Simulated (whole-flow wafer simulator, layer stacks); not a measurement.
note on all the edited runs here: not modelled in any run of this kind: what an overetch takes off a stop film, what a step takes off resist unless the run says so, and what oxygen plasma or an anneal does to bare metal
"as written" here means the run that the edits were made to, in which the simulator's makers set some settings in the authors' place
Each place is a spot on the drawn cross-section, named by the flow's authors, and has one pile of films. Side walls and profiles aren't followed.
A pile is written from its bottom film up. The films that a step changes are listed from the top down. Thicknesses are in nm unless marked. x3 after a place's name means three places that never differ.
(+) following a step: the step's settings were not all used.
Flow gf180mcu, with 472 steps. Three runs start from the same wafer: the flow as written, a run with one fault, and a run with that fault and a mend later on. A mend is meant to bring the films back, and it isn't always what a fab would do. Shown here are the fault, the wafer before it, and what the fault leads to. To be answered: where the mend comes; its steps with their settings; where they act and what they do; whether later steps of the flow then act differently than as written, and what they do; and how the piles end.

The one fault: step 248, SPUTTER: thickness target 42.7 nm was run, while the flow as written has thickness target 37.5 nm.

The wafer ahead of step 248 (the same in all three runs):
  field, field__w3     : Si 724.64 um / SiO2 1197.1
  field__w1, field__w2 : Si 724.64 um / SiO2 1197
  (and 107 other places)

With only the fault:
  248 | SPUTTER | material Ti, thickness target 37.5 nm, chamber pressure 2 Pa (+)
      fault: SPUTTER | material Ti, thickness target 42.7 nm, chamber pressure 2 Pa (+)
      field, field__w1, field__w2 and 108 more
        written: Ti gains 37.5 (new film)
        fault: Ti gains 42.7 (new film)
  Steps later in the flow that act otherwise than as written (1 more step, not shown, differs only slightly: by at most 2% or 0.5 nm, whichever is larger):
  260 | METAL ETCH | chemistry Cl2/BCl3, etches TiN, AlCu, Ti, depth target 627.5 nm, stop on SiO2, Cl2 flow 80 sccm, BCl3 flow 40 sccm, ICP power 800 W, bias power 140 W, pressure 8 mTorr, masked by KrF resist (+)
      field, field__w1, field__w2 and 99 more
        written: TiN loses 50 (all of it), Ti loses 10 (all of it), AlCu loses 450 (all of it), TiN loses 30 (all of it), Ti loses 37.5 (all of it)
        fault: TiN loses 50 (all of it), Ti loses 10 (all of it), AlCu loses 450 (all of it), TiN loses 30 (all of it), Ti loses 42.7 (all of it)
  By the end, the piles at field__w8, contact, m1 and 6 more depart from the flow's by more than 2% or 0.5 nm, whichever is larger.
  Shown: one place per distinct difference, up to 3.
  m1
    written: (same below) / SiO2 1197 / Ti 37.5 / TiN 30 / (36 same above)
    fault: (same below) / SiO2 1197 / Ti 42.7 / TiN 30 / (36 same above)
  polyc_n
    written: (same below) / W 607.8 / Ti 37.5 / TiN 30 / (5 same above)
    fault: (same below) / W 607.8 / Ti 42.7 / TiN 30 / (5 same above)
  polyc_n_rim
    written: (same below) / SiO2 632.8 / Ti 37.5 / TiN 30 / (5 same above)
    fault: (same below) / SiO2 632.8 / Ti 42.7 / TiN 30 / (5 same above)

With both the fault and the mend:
  After step 248 comes the mend.
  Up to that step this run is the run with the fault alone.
  248a | METAL ETCH | chemistry Cl2/BCl3, etches TiN, AlCu, Ti, depth target 5.2 nm, Cl2 flow 80 sccm, BCl3 flow 40 sccm, ICP power 800 W, bias power 140 W, pressure 8 mTorr
      field, field__w1, field__w2 and 108 more
        Ti loses 5.2
  Every later step of the flow that is run acts as written at every place that is followed.
  At every place that both follow, the piles at the end match the flow's.
